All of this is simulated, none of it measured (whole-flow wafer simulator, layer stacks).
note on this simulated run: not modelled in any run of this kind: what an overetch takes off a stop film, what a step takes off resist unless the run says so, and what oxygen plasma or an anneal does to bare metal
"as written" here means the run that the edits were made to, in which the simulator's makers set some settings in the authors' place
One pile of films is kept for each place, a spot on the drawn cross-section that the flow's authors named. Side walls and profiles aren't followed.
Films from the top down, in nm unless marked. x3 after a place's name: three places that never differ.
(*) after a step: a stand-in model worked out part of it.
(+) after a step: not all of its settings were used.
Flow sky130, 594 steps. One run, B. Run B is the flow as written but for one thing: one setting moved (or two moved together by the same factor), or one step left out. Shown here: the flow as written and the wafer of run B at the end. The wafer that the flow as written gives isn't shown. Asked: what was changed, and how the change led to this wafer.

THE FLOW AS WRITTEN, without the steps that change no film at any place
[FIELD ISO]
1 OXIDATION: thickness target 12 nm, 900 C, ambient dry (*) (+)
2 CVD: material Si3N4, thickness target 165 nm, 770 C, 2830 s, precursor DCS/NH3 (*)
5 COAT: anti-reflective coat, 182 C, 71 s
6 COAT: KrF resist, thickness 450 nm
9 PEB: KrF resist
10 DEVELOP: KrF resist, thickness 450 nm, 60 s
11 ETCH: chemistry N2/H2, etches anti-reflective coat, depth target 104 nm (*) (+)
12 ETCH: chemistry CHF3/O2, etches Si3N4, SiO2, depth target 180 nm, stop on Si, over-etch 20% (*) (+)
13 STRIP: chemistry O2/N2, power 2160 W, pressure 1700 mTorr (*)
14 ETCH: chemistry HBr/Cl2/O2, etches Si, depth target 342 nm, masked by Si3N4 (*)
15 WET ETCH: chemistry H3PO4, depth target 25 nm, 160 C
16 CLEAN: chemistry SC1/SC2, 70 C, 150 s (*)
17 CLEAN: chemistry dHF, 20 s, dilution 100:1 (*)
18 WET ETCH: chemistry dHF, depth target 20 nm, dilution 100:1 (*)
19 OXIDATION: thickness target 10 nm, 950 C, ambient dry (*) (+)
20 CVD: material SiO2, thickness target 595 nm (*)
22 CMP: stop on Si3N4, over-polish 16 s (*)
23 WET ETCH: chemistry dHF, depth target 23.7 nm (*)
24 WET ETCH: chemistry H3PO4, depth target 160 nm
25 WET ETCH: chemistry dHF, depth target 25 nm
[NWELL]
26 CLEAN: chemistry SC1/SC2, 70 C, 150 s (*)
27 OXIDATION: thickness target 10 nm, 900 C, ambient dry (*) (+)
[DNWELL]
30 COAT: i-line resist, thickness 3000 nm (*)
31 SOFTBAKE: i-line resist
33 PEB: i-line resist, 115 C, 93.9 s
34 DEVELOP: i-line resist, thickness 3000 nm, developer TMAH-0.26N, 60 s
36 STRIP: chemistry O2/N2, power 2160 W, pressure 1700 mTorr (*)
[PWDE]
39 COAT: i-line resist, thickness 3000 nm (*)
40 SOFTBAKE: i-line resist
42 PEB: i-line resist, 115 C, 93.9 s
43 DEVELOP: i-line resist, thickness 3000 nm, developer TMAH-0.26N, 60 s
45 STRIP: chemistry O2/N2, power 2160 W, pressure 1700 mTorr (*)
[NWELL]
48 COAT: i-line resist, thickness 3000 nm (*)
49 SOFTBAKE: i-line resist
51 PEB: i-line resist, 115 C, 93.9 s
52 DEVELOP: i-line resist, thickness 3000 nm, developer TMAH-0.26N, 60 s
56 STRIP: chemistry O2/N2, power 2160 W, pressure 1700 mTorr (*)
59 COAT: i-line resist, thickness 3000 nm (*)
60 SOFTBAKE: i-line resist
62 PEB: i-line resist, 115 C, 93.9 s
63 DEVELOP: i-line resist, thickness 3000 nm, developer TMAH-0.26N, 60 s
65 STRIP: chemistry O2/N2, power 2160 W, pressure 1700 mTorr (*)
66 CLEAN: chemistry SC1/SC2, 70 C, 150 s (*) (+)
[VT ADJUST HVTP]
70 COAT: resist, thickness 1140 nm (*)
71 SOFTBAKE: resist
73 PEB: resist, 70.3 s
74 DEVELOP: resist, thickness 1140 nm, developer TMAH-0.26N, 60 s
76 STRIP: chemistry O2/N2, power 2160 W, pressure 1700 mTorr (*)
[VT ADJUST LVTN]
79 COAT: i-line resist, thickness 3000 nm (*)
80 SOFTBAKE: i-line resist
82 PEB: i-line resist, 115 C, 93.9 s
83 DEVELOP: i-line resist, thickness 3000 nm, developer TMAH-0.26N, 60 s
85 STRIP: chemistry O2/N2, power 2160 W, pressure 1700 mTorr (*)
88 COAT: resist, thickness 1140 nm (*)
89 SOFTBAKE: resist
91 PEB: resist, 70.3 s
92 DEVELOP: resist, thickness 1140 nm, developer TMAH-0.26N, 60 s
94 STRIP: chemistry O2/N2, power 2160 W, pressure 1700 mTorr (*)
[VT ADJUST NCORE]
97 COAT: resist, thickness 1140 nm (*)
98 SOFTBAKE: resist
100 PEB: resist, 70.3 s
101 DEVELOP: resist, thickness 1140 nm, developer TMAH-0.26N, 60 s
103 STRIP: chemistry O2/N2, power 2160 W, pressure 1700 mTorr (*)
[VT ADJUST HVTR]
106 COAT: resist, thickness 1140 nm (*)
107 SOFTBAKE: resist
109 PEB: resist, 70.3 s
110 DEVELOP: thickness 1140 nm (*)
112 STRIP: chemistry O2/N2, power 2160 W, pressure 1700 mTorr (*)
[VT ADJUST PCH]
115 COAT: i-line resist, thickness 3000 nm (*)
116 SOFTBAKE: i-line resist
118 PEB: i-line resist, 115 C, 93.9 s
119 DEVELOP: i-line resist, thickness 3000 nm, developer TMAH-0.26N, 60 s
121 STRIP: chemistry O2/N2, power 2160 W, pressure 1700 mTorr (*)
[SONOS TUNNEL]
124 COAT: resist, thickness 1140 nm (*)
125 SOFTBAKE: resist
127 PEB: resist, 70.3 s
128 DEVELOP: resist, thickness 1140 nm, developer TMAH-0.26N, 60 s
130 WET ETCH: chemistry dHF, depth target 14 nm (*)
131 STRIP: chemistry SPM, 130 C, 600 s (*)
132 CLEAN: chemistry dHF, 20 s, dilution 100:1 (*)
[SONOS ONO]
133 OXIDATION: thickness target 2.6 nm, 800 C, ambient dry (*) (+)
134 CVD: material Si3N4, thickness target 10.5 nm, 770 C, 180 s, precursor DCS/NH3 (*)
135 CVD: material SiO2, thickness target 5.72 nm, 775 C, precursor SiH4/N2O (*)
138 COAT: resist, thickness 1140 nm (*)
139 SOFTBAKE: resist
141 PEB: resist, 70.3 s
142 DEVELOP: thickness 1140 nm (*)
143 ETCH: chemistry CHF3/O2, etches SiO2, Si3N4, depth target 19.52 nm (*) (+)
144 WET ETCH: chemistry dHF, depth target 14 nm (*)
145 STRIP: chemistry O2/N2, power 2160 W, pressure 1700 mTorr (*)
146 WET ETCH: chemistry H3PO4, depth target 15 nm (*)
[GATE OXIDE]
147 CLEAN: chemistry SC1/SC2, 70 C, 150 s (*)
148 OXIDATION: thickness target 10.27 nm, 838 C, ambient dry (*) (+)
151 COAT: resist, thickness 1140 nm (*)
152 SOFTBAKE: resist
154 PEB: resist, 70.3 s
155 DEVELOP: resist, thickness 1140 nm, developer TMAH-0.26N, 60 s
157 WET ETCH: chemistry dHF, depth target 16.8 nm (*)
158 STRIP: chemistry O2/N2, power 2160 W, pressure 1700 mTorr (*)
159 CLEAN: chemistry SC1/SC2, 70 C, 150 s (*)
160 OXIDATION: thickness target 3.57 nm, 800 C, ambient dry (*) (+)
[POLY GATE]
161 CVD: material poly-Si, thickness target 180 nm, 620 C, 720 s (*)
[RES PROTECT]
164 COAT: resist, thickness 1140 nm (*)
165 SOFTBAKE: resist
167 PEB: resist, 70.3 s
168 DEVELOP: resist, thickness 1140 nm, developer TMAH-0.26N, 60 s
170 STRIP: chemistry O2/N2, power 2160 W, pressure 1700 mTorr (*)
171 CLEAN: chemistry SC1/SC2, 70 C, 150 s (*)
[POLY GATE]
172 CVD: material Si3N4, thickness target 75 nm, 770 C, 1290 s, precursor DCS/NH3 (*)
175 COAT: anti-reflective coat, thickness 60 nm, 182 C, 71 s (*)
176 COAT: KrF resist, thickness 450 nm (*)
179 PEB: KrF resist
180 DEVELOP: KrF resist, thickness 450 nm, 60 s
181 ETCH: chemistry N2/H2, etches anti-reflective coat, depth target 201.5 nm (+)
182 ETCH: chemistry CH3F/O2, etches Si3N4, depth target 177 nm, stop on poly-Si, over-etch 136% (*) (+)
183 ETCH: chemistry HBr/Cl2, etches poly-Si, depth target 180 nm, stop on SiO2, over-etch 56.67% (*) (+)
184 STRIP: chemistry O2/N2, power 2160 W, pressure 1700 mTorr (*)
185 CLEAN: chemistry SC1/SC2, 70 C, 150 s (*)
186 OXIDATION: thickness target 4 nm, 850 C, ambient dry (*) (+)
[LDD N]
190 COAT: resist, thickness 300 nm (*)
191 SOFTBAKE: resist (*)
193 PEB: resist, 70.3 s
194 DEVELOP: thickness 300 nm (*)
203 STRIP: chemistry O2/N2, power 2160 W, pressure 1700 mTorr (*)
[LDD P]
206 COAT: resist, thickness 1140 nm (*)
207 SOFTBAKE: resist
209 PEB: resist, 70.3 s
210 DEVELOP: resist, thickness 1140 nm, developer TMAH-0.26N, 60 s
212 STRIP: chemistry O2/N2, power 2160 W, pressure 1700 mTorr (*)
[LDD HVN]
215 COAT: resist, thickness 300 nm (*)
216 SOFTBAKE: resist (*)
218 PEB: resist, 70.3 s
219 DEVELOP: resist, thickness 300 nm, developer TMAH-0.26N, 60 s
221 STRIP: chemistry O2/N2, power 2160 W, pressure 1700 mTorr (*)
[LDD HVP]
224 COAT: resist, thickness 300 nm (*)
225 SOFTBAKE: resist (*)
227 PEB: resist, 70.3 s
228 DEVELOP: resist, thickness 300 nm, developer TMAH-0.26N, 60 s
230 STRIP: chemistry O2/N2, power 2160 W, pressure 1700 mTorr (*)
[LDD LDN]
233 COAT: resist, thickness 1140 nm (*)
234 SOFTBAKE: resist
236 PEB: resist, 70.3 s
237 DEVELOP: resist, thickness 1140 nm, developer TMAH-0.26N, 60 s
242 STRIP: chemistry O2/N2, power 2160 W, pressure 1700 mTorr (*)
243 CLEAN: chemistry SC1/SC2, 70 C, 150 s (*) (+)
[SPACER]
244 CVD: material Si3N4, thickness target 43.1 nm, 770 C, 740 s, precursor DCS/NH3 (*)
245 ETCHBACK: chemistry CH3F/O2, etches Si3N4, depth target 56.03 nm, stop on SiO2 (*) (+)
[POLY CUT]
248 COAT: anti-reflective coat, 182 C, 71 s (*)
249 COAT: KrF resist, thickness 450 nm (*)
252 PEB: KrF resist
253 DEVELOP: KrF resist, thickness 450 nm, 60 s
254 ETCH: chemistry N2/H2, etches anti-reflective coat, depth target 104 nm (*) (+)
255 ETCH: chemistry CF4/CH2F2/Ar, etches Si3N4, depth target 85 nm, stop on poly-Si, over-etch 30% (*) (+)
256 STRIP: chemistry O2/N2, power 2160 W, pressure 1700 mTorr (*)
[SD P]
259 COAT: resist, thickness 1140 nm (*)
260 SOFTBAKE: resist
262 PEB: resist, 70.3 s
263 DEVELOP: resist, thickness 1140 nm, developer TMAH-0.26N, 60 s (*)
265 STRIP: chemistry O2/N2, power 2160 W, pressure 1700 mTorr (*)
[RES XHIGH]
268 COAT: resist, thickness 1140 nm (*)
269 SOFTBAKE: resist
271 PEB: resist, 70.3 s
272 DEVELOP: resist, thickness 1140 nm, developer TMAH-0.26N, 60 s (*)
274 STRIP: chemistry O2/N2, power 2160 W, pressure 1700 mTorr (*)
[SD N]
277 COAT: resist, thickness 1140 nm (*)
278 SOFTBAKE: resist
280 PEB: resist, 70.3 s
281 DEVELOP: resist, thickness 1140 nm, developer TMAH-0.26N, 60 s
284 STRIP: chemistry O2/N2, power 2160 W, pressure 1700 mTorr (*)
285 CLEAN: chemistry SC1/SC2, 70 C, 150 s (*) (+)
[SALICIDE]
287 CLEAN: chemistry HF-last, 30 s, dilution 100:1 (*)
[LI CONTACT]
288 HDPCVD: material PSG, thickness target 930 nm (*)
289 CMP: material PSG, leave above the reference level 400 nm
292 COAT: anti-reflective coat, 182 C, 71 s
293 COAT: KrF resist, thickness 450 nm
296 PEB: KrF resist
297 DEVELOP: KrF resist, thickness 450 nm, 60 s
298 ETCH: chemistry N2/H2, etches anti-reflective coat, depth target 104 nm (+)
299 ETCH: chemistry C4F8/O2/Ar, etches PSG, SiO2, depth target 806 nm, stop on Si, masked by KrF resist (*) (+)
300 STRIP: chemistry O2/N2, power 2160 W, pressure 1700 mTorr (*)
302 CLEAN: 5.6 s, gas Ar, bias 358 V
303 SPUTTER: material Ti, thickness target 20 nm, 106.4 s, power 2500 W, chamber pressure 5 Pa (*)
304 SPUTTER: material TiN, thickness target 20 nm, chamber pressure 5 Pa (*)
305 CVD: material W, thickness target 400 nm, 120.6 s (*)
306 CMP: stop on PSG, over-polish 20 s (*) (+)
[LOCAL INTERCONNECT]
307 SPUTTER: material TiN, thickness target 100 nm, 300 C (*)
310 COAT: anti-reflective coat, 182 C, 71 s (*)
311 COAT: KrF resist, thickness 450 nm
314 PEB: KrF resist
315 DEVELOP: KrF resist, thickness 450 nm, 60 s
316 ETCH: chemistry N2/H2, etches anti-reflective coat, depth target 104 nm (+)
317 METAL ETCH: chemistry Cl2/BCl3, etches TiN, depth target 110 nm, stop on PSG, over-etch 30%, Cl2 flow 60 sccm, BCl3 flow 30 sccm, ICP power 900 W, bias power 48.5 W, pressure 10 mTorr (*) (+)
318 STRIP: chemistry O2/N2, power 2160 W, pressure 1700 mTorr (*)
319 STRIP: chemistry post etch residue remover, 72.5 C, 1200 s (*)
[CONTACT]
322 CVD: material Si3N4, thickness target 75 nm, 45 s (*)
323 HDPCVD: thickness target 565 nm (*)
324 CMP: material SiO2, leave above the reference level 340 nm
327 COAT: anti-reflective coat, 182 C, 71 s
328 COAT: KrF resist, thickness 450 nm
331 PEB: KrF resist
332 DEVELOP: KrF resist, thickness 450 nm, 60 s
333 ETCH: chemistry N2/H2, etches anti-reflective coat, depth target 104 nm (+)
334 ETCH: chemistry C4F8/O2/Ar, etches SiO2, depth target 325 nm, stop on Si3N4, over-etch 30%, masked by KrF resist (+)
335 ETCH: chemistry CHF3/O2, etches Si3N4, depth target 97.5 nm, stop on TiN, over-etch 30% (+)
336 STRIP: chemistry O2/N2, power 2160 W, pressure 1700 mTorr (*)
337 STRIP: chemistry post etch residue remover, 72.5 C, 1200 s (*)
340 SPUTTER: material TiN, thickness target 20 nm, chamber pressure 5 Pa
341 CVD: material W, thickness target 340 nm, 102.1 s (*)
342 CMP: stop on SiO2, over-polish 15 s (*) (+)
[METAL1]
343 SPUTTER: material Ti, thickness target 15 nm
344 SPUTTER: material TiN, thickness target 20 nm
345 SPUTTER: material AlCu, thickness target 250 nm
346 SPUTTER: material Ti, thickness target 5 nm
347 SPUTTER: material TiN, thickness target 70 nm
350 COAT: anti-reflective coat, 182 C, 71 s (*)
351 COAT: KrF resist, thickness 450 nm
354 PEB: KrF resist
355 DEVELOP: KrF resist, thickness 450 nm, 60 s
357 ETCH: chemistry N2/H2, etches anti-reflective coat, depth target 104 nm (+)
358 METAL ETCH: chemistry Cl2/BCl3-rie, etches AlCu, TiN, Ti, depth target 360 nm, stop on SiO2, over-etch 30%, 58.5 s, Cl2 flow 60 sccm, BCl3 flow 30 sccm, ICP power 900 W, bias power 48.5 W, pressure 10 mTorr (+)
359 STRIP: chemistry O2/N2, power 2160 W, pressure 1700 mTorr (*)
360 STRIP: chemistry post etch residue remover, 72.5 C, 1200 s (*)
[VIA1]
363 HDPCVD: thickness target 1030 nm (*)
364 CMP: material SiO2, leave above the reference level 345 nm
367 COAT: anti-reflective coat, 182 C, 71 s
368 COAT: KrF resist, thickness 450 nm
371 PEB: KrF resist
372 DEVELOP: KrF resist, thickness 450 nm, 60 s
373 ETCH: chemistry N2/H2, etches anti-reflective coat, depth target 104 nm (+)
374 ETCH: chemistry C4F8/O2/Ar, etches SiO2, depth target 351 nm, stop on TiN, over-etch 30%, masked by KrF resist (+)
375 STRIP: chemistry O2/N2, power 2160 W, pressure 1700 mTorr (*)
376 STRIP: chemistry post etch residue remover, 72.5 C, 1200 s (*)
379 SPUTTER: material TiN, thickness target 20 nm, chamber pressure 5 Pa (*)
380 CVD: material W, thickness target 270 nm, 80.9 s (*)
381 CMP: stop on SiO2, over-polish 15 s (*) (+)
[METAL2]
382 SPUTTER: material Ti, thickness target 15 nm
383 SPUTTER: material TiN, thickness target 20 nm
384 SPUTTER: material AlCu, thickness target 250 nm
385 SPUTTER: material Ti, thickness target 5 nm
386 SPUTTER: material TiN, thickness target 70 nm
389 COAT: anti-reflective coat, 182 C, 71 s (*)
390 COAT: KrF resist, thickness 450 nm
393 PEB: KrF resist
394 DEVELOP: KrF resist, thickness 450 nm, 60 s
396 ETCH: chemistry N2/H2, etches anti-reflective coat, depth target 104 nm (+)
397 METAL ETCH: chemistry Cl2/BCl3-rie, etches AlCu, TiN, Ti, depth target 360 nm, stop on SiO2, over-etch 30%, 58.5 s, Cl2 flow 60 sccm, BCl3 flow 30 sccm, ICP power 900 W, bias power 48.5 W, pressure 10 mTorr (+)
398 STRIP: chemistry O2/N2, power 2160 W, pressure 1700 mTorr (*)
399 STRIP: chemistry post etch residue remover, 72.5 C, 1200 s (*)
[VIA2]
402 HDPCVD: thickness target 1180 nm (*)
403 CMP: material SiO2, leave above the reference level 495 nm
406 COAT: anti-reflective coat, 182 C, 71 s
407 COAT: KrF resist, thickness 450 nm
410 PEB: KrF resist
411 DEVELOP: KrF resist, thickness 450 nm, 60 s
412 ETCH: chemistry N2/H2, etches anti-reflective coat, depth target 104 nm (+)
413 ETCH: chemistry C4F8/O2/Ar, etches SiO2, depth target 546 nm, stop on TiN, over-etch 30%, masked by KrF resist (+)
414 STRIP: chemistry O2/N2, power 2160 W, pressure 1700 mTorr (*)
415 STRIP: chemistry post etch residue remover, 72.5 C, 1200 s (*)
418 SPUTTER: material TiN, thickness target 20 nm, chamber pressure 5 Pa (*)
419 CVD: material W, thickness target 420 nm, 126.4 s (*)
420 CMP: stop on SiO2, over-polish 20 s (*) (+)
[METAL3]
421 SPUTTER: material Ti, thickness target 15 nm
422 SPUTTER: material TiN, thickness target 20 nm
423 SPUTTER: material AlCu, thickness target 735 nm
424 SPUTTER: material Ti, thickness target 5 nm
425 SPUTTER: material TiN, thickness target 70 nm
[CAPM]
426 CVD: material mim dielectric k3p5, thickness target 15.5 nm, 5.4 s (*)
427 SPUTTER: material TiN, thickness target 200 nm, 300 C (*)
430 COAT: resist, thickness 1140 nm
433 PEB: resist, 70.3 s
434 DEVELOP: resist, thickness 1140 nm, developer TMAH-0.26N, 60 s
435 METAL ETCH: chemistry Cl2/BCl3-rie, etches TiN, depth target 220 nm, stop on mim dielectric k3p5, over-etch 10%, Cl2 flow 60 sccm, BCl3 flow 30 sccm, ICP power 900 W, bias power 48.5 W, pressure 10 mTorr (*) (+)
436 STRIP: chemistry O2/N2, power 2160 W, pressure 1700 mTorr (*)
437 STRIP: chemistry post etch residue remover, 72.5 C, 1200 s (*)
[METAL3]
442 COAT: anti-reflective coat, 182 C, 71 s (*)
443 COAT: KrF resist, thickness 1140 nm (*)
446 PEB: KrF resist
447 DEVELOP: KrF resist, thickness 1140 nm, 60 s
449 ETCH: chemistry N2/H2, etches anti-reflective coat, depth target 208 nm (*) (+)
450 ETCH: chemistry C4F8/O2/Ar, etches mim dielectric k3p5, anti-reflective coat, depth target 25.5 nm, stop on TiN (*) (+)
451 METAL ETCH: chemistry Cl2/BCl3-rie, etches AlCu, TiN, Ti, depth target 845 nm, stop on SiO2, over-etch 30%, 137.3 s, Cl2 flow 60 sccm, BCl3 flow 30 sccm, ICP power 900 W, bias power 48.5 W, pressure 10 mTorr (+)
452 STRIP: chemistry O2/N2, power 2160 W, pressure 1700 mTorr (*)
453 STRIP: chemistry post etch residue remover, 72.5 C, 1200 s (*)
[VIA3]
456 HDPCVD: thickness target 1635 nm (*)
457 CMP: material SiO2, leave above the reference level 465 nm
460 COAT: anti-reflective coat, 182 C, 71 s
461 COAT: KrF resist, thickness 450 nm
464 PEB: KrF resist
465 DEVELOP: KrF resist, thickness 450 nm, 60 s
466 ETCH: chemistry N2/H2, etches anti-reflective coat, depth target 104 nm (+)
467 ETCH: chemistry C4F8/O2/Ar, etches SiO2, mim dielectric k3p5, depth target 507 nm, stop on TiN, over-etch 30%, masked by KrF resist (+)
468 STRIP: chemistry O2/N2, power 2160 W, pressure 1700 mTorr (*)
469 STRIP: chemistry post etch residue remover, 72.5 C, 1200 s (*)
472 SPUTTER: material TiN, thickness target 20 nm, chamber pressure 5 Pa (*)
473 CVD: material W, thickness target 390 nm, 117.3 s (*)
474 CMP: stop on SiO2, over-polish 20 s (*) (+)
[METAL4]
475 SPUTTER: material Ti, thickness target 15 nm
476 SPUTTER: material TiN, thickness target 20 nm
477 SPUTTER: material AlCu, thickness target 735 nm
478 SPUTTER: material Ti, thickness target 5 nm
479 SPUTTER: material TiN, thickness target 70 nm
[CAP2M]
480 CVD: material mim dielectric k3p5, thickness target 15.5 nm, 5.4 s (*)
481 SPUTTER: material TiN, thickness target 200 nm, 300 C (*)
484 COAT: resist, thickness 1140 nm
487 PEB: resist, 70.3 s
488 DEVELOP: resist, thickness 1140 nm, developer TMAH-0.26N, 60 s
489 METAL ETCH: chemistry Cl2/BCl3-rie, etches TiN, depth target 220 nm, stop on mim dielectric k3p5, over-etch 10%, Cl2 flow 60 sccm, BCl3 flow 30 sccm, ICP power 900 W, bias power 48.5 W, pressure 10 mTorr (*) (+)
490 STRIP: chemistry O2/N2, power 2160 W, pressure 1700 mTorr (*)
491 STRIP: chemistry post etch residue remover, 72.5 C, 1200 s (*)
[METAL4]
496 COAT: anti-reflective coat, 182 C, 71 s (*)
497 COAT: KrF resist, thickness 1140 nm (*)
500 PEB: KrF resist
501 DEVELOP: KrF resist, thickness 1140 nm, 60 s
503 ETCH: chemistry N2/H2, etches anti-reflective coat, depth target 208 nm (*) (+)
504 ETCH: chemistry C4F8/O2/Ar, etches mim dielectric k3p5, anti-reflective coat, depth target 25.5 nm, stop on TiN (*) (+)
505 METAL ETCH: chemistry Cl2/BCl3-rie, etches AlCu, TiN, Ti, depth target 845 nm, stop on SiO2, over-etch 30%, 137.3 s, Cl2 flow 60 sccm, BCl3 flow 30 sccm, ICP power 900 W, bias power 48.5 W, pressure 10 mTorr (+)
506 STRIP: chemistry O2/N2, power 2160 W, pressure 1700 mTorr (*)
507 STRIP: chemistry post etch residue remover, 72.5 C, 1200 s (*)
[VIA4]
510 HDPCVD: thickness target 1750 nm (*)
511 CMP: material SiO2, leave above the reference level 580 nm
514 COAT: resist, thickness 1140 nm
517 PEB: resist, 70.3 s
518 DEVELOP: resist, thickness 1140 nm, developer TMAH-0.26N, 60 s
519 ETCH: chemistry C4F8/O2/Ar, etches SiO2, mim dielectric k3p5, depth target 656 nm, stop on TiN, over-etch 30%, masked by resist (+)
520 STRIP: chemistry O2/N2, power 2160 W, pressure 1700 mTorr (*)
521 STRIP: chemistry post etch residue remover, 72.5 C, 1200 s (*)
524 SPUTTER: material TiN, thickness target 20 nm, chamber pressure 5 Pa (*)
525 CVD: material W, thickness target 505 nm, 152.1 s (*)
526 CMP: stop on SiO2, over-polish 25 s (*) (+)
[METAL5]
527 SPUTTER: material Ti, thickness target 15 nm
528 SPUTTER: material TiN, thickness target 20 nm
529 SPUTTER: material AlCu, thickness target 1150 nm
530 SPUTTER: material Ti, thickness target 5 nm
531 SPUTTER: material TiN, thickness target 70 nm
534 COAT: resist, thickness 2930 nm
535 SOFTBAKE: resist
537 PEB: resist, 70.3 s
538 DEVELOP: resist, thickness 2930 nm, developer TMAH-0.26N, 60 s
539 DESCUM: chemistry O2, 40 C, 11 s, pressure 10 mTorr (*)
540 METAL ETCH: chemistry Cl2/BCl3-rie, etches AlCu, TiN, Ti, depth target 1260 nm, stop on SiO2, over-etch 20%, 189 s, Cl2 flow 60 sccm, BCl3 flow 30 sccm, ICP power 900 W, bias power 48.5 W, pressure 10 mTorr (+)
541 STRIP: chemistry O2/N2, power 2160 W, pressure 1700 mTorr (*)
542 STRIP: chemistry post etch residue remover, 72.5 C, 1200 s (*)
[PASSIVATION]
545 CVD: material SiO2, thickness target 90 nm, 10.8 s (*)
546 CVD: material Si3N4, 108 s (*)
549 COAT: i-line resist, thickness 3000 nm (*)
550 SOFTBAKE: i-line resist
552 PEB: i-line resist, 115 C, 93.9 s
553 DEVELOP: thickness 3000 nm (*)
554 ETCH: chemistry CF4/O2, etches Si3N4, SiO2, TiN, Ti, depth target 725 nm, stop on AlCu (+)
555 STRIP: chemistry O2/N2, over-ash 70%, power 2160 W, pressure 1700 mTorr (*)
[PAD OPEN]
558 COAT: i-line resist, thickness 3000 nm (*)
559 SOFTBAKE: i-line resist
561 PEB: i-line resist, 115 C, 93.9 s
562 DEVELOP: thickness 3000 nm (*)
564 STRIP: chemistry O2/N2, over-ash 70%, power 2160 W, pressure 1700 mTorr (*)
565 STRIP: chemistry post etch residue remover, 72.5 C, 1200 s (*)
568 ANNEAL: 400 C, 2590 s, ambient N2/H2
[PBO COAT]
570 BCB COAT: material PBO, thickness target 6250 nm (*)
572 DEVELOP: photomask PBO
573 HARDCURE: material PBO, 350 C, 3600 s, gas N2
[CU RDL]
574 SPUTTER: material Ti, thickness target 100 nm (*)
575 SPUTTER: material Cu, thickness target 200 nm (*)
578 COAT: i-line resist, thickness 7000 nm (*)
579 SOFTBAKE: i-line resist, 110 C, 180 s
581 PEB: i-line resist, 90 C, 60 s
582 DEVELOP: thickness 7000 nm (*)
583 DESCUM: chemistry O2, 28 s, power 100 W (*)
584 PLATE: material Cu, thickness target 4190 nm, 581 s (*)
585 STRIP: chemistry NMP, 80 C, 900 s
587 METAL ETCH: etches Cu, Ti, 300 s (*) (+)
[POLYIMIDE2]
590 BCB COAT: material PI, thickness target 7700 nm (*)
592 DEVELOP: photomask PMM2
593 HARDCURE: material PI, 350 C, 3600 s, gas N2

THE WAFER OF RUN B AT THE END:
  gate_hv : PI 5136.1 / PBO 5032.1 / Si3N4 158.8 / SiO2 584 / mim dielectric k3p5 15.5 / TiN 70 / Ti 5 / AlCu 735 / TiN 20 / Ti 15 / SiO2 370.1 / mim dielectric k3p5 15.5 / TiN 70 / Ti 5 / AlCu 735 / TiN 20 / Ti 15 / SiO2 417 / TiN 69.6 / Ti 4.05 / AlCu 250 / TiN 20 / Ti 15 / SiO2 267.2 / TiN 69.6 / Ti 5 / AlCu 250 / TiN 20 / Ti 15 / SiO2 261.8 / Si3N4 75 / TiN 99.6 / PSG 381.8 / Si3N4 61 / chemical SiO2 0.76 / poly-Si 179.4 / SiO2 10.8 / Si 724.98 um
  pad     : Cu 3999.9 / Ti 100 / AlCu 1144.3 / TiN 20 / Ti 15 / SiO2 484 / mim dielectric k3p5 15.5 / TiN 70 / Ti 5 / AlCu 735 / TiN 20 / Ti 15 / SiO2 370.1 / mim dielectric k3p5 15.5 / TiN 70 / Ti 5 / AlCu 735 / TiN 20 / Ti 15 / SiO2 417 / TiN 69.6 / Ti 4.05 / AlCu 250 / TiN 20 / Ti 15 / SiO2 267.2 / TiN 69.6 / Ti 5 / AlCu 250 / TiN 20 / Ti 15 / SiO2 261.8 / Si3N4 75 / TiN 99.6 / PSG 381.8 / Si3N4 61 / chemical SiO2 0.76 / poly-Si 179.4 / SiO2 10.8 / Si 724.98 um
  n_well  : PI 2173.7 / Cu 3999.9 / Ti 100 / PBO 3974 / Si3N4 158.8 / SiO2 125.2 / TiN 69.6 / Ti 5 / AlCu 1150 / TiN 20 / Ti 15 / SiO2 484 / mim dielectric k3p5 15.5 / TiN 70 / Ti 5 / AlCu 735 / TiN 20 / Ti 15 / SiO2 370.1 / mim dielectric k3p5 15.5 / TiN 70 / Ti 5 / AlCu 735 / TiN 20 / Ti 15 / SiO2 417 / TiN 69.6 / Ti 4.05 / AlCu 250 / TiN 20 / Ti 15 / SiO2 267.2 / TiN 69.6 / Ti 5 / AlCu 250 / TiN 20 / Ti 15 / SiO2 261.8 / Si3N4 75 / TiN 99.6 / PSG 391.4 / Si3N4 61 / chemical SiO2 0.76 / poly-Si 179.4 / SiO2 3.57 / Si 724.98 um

The cause: step 385, SPUTTER: thickness target 4.05 nm was run, where the flow has thickness target 5 nm.
It can be read off the wafer: gate_hv has Ti 4.05, and step 385 as written asks for 5 nm.

How the change led to this, step by step:
  385 SPUTTER: material Ti, thickness target 5 nm
      field, active, n_well and 188 more: Ti +4.05 (new film) (as written it would be: Ti +5 (new film))
  397 METAL ETCH: chemistry Cl2/BCl3-rie, etches AlCu, TiN, Ti, depth target 360 nm, stop on SiO2, over-etch 30%, 58.5 s, Cl2 flow 60 sccm, BCl3 flow 30 sccm, ICP power 900 W, bias power 48.5 W, pressure 10 mTorr (+)
      field, active, gate and 82 more: TiN -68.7 (all of it), Ti -4.05 (all of it), AlCu -250 (all of it), TiN -20 (all of it), Ti -15 (all of it), SiO2 -11 (as written it would be: TiN -68.7 (all of it), Ti -5 (all of it), AlCu -250 (all of it), TiN -20 (all of it), Ti -15 (all of it), SiO2 -10.9)
